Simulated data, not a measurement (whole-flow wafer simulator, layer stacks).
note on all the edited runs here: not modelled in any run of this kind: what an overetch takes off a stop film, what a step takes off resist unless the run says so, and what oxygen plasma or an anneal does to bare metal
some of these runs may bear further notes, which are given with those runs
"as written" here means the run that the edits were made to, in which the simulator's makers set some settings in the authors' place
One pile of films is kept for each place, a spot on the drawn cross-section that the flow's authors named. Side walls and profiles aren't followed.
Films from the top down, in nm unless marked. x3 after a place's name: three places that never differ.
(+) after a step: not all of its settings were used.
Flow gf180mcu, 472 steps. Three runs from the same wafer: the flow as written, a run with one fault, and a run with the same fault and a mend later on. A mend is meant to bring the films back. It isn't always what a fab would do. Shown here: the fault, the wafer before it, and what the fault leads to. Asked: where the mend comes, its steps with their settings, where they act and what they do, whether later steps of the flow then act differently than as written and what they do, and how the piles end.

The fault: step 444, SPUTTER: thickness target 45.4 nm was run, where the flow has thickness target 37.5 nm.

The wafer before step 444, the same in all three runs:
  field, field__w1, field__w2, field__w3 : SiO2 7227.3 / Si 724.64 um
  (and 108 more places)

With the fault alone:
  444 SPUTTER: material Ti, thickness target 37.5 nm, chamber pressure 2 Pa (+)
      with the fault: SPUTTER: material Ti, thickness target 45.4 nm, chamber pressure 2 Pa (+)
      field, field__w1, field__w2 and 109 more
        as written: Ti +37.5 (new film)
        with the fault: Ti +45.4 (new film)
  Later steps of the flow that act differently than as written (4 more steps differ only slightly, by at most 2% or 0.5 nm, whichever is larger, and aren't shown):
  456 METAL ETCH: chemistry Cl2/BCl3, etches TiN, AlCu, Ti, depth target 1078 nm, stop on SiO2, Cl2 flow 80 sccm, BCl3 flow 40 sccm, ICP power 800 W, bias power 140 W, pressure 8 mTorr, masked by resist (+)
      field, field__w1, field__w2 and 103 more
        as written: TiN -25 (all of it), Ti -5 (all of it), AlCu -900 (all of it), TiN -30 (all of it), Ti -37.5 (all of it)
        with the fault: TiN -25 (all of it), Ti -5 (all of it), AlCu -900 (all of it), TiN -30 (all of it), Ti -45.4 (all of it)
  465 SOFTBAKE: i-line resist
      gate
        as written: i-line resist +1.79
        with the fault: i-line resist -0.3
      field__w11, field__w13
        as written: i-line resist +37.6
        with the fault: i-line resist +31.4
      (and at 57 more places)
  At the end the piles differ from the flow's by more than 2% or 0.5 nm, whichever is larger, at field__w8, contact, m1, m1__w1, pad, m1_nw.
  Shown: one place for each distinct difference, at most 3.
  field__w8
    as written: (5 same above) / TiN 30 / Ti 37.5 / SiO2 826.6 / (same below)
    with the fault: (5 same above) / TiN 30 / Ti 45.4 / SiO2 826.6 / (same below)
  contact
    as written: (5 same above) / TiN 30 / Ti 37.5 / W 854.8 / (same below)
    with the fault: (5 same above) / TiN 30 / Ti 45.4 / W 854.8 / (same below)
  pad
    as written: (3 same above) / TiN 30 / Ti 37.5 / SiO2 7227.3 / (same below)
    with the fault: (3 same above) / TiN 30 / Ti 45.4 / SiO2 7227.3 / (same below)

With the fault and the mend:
  The mend comes after step 444.
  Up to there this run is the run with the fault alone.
  444a METAL ETCH: chemistry Cl2/BCl3, etches TiN, AlCu, Ti, depth target 7.9 nm, Cl2 flow 80 sccm, BCl3 flow 40 sccm, ICP power 800 W, bias power 140 W, pressure 8 mTorr (the flow's step 260 once more, with other settings)
      field, field__w1, field__w2 and 109 more
        Ti -7.9
  No later step of the flow acts differently than as written at any place that is followed.
  At the end the piles are the same as the flow's at every place that both follow.
